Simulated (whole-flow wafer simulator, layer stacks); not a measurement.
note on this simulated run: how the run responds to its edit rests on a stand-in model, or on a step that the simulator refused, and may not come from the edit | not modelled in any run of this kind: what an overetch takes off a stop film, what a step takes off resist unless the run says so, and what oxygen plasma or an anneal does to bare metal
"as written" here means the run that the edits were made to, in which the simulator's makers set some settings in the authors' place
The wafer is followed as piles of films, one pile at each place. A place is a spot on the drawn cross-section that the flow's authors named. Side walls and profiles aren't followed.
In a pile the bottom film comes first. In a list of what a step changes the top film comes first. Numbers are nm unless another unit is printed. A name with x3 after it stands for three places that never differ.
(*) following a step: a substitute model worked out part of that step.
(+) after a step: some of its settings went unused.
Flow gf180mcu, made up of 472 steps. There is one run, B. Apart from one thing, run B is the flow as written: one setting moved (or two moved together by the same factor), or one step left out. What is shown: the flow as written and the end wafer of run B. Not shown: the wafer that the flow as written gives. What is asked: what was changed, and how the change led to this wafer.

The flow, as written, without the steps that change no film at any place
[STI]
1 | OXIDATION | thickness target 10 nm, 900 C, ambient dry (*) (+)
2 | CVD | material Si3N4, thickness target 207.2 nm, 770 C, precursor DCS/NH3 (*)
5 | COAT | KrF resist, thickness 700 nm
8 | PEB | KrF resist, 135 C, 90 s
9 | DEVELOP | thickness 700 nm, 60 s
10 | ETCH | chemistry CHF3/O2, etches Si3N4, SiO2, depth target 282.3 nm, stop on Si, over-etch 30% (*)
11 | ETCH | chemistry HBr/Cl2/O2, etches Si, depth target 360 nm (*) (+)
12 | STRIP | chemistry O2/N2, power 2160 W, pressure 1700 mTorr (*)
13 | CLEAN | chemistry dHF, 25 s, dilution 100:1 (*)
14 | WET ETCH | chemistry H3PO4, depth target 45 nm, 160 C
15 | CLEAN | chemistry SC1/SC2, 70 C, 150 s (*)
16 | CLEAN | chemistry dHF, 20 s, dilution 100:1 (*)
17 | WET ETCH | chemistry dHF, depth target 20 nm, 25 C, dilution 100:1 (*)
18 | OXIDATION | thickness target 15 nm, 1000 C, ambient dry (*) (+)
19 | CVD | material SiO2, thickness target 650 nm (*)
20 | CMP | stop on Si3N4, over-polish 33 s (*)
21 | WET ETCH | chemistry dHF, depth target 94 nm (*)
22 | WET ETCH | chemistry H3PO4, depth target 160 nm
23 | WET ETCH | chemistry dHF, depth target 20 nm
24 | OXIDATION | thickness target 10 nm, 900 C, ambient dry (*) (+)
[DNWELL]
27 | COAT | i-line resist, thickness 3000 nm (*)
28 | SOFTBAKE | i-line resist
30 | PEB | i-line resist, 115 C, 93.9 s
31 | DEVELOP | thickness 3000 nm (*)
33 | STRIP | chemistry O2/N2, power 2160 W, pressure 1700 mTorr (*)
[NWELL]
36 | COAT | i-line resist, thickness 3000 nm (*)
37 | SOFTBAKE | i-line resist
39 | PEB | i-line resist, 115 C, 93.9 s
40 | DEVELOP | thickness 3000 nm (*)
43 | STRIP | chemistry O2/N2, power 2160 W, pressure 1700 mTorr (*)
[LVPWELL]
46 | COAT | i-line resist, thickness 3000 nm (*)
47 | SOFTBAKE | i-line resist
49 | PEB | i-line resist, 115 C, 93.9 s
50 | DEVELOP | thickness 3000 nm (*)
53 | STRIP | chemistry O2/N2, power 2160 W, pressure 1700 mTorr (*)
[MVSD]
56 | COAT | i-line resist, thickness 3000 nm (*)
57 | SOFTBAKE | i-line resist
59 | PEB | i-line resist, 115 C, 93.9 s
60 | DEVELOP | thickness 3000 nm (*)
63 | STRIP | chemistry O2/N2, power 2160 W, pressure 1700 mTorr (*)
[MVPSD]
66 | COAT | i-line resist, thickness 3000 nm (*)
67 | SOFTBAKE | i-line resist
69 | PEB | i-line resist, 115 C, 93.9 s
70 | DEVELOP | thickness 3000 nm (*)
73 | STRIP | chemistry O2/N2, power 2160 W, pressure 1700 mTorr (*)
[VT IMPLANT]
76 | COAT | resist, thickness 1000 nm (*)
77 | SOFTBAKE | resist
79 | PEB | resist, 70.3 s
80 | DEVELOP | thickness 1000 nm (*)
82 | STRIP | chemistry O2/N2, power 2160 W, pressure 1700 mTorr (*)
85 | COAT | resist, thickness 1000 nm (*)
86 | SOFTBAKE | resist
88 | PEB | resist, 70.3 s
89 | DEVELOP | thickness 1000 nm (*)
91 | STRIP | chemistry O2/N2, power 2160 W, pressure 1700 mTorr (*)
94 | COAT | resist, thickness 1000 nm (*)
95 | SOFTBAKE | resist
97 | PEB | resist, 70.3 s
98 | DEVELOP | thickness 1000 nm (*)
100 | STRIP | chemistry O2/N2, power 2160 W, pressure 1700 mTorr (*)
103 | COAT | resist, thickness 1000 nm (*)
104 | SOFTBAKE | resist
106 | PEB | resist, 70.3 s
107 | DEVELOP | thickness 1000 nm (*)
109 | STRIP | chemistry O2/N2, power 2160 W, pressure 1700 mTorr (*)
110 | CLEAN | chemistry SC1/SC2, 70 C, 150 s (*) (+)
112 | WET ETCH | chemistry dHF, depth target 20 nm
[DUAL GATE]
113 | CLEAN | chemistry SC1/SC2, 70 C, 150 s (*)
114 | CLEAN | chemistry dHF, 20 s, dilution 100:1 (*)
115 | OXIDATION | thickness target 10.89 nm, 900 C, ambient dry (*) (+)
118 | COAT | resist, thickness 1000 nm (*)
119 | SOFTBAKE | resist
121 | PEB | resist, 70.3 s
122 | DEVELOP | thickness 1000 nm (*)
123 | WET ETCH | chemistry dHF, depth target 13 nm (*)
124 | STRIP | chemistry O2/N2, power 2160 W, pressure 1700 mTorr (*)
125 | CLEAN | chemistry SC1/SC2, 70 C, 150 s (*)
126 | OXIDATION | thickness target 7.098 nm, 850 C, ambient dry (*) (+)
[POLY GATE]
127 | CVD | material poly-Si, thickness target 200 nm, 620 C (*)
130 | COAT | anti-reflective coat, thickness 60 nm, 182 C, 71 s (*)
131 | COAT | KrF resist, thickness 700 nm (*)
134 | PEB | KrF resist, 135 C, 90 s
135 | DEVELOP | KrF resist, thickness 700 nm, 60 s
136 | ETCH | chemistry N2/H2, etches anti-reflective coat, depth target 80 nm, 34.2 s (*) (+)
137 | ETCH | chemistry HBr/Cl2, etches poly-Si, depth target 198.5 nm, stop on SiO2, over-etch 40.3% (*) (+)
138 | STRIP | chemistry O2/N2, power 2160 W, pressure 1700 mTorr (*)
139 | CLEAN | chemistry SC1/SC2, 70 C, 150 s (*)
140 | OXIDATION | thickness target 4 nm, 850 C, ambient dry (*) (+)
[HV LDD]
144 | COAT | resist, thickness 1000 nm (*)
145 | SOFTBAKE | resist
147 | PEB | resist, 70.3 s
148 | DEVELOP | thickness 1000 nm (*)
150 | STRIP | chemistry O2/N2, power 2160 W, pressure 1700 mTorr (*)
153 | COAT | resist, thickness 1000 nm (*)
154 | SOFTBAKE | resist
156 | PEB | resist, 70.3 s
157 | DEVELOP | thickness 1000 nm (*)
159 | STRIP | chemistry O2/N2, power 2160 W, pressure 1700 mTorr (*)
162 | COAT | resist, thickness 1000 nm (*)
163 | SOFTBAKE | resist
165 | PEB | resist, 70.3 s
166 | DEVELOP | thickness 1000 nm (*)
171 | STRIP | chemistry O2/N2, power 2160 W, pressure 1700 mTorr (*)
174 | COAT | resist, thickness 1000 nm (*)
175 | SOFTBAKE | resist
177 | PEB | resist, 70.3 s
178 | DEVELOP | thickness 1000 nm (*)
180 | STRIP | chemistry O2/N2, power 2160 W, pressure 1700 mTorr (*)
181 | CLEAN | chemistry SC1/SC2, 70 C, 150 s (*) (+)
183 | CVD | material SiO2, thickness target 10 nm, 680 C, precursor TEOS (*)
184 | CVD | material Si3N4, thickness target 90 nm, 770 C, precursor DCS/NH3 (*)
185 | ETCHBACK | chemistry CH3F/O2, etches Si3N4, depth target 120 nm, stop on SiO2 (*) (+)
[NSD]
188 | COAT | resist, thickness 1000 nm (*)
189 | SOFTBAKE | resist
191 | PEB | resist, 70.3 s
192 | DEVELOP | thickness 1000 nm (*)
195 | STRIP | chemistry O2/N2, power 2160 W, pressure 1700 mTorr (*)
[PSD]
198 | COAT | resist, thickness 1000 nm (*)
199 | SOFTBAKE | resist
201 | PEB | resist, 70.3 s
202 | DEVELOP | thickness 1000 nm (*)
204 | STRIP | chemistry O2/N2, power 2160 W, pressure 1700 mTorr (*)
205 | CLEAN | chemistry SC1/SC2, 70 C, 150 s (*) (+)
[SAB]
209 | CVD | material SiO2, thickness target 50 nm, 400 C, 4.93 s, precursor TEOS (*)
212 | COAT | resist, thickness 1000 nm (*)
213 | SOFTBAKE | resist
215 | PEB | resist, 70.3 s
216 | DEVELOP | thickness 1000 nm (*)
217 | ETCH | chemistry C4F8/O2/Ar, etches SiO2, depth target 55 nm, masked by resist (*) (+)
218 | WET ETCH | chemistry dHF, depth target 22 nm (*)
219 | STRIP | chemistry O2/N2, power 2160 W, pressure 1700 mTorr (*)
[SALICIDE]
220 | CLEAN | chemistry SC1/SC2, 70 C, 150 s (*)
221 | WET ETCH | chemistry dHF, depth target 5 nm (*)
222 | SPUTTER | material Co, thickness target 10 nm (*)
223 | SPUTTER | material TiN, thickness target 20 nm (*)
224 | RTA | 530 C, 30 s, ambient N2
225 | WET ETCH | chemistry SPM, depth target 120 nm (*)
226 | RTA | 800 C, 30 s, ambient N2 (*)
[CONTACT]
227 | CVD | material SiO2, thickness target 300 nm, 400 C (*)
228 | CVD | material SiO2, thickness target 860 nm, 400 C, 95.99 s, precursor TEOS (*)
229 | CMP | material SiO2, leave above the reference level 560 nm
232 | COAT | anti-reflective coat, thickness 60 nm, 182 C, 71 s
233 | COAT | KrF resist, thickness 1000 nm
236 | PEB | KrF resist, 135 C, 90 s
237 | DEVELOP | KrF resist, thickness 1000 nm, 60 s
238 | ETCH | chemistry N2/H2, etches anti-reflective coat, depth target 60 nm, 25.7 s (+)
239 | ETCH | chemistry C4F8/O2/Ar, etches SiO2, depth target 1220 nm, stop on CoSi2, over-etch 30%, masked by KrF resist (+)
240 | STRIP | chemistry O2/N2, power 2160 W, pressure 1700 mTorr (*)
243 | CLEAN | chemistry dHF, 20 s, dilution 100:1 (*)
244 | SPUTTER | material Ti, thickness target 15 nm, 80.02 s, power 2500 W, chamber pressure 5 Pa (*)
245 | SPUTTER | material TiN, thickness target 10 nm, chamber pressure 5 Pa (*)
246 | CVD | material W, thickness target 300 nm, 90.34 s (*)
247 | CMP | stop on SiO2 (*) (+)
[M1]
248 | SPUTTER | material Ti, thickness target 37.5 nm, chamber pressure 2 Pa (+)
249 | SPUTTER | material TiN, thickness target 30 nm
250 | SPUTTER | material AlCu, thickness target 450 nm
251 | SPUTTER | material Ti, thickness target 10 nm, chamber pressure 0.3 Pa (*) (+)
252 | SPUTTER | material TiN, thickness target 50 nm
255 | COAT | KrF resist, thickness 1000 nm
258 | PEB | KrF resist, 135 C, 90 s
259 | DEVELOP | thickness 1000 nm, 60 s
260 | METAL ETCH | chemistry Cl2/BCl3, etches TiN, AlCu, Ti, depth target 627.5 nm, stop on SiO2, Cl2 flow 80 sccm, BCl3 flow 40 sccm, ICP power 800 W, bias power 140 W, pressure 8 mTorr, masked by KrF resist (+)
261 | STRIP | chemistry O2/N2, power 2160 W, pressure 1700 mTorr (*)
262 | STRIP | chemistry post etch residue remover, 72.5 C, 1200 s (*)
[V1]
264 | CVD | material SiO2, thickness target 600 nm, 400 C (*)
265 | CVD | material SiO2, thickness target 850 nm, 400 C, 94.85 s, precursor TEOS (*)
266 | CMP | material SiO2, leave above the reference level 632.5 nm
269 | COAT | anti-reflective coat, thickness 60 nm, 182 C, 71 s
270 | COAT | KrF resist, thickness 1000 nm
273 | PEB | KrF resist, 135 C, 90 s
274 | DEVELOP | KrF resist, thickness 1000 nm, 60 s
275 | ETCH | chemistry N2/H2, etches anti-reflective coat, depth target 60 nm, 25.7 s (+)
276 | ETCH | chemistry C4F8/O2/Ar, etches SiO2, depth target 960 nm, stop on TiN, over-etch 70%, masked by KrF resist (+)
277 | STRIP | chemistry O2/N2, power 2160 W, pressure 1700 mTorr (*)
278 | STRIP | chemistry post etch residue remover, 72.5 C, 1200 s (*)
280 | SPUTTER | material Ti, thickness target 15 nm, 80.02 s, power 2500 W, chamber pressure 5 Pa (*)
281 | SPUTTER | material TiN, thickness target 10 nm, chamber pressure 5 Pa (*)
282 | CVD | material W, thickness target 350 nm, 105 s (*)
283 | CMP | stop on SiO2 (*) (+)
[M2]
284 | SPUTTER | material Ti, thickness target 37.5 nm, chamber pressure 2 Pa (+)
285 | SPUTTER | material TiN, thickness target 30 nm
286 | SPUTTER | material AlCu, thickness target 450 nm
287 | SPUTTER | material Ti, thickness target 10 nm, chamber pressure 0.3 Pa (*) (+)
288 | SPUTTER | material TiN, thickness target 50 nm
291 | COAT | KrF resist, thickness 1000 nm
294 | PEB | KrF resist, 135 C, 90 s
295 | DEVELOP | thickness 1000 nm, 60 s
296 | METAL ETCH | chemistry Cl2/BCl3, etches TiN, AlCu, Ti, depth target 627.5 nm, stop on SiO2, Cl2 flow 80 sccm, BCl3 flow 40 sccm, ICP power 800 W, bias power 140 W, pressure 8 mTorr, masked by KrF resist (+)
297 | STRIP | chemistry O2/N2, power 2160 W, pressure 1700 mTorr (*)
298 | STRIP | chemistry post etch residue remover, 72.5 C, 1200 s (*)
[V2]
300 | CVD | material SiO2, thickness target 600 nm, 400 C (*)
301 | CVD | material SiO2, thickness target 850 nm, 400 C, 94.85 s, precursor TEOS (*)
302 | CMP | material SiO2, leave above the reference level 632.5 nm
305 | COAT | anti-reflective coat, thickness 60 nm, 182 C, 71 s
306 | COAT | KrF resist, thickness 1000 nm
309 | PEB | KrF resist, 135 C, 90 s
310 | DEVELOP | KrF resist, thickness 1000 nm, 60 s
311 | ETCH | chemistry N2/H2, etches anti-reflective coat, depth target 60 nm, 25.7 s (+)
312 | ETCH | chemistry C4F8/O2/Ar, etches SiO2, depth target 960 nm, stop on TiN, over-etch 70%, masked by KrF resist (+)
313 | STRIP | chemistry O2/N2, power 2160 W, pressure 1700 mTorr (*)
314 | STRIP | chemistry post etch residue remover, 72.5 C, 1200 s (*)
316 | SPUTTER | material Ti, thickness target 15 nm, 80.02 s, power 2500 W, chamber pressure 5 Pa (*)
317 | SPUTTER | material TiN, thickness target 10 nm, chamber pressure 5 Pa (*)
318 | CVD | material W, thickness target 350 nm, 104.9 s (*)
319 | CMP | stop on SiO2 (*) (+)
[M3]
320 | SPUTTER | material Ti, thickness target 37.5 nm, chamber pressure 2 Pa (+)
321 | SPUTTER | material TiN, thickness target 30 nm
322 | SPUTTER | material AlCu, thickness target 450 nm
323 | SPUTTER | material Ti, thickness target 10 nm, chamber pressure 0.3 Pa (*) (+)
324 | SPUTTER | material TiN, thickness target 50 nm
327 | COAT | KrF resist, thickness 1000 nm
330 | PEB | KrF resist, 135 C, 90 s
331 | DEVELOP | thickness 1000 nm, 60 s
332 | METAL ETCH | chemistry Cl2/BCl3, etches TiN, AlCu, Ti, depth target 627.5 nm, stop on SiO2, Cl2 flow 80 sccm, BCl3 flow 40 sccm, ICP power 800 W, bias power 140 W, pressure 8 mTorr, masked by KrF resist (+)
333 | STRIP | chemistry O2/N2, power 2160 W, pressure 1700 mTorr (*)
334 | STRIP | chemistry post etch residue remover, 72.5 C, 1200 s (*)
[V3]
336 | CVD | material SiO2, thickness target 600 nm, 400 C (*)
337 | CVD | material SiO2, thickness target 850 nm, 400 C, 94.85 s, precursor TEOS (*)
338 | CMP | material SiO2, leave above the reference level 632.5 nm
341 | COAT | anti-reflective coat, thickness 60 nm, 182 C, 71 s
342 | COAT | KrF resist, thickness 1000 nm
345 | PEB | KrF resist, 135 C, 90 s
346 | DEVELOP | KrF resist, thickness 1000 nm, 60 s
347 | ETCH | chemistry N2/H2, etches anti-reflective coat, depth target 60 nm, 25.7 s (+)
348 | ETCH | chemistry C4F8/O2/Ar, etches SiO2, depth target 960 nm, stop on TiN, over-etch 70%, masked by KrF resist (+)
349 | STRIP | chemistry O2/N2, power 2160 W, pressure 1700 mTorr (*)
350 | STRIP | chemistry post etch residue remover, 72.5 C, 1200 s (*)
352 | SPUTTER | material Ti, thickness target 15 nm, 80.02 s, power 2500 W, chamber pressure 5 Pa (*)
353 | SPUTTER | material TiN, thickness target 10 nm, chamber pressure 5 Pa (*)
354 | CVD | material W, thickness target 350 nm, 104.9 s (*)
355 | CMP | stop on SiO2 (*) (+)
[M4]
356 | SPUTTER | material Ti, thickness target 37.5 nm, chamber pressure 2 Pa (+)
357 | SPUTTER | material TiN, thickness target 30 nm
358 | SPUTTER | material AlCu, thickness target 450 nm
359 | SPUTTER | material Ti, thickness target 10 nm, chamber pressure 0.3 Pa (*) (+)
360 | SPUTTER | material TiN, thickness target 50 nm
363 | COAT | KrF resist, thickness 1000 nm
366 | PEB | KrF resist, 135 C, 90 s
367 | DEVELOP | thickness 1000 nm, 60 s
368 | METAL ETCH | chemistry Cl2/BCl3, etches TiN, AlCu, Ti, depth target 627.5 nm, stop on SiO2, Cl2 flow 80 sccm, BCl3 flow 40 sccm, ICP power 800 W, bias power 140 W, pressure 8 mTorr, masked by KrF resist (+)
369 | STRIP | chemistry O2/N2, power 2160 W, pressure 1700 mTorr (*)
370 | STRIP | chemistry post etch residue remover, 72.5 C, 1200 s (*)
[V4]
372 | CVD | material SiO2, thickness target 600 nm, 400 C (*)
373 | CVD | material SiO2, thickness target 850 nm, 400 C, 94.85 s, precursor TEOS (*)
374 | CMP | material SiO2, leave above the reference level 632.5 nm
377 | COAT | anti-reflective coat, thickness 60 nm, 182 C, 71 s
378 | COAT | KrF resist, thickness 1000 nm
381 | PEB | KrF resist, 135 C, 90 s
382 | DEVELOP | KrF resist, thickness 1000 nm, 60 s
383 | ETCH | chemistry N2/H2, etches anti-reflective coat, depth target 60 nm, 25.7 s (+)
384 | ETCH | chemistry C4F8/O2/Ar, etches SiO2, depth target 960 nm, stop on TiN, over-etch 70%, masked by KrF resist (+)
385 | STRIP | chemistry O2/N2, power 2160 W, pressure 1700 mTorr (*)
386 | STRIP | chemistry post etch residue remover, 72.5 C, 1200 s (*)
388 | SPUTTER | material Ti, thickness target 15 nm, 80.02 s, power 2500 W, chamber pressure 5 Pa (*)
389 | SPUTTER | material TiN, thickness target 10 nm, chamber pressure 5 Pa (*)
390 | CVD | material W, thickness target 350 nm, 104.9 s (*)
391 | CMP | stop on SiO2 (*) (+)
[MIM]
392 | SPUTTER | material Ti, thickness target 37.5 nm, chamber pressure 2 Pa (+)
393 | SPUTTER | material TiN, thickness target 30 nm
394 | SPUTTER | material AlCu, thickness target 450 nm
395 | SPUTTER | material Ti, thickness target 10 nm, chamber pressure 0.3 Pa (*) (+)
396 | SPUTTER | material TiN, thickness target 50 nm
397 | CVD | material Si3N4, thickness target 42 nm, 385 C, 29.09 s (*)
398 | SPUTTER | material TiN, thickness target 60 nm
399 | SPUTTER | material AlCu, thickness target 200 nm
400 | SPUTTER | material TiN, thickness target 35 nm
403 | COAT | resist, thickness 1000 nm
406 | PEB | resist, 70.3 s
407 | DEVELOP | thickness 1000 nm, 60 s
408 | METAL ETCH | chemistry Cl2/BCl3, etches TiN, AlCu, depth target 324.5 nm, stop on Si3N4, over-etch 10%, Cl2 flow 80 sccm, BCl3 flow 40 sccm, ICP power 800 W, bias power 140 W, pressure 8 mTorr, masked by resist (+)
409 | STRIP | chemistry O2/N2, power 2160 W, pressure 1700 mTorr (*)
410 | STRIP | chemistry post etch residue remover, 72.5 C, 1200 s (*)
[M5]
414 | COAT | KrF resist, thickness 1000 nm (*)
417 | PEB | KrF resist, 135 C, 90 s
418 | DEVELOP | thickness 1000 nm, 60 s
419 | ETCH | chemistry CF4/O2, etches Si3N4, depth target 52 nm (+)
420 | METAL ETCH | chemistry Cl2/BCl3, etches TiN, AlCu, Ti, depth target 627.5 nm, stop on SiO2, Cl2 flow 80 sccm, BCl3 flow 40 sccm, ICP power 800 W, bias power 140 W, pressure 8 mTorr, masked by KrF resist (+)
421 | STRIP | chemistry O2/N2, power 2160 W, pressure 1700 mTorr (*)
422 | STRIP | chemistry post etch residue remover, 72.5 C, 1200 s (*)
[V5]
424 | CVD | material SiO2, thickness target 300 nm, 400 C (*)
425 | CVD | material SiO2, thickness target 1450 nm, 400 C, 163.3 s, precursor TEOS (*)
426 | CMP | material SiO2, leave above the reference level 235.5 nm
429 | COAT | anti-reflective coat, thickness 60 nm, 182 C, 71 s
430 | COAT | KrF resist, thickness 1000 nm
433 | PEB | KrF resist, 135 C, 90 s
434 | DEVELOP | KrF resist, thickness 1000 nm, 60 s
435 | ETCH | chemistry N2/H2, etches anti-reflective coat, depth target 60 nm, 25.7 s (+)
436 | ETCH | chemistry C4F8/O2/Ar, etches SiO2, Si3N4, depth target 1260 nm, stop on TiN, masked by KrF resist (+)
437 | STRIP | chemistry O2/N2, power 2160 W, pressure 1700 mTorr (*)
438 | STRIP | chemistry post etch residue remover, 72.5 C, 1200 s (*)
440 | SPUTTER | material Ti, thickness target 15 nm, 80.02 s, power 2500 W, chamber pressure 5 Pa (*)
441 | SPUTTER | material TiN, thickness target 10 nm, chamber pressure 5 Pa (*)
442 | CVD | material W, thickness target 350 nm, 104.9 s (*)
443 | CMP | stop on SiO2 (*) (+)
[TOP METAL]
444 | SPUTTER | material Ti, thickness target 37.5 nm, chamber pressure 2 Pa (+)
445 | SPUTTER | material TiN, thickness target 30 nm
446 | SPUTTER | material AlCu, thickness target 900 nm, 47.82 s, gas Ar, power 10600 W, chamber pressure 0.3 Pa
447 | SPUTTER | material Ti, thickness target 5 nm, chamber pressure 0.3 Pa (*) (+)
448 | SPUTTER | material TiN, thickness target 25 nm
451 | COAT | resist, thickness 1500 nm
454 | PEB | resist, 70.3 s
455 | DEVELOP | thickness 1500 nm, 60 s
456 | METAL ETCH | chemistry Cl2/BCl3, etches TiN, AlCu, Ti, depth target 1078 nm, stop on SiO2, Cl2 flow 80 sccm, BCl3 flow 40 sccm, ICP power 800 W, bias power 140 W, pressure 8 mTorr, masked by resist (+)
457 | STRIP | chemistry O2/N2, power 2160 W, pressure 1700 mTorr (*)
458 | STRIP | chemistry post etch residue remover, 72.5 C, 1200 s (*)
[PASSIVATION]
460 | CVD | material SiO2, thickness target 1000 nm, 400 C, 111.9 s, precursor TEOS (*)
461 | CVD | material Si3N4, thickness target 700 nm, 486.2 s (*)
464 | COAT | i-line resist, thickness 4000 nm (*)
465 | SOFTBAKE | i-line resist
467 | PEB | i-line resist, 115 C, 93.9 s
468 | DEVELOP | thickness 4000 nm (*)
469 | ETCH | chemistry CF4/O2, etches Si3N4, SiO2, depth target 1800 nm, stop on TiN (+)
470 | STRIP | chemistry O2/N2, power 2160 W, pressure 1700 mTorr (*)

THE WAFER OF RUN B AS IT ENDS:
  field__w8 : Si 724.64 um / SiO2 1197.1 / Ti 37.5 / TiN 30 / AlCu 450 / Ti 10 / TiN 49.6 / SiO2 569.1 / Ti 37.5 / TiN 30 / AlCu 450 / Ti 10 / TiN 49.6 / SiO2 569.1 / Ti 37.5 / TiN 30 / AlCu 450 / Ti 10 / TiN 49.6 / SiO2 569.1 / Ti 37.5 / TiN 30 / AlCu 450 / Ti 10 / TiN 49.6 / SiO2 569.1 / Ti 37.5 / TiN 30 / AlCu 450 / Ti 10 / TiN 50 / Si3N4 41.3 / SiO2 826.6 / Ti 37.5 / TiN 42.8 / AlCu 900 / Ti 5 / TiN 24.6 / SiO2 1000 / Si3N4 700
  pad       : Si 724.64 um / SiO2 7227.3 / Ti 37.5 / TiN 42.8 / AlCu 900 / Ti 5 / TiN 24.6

What caused this: step 445, SPUTTER: thickness target 42.8 nm was run, whereas the flow has thickness target 30 nm.
One can read it off the wafer: field__w8 has TiN 42.8, and step 445 as written asks for 30 nm.

Step by step, how the change led to this:
  445 | SPUTTER | material TiN, thickness target 30 nm
      field, field__w1, field__w2 and 109 more: +42.8 TiN (new film) (as written it would have been: +30 TiN (new film))
  456 | METAL ETCH | chemistry Cl2/BCl3, etches TiN, AlCu, Ti, depth target 1078 nm, stop on SiO2, Cl2 flow 80 sccm, BCl3 flow 40 sccm, ICP power 800 W, bias power 140 W, pressure 8 mTorr, masked by resist (+)
      field, field__w1, field__w2 and 103 more: -25 TiN (all of it), -5 Ti (all of it), -900 AlCu (all of it), -42.8 TiN (all of it), -37.5 Ti (all of it) (as written it would have been: -25 TiN (all of it), -5 Ti (all of it), -900 AlCu (all of it), -30 TiN (all of it), -37.5 Ti (all of it))
  465 | SOFTBAKE | i-line resist
      gate: -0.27 i-line resist (as written it would have been: +1.79 i-line resist)
      ld_acc_p, ld_fp_p, ld_drift_p: +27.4 i-line resist (as written it would have been: +33.8 i-line resist)
      (as well as at 56 more places)
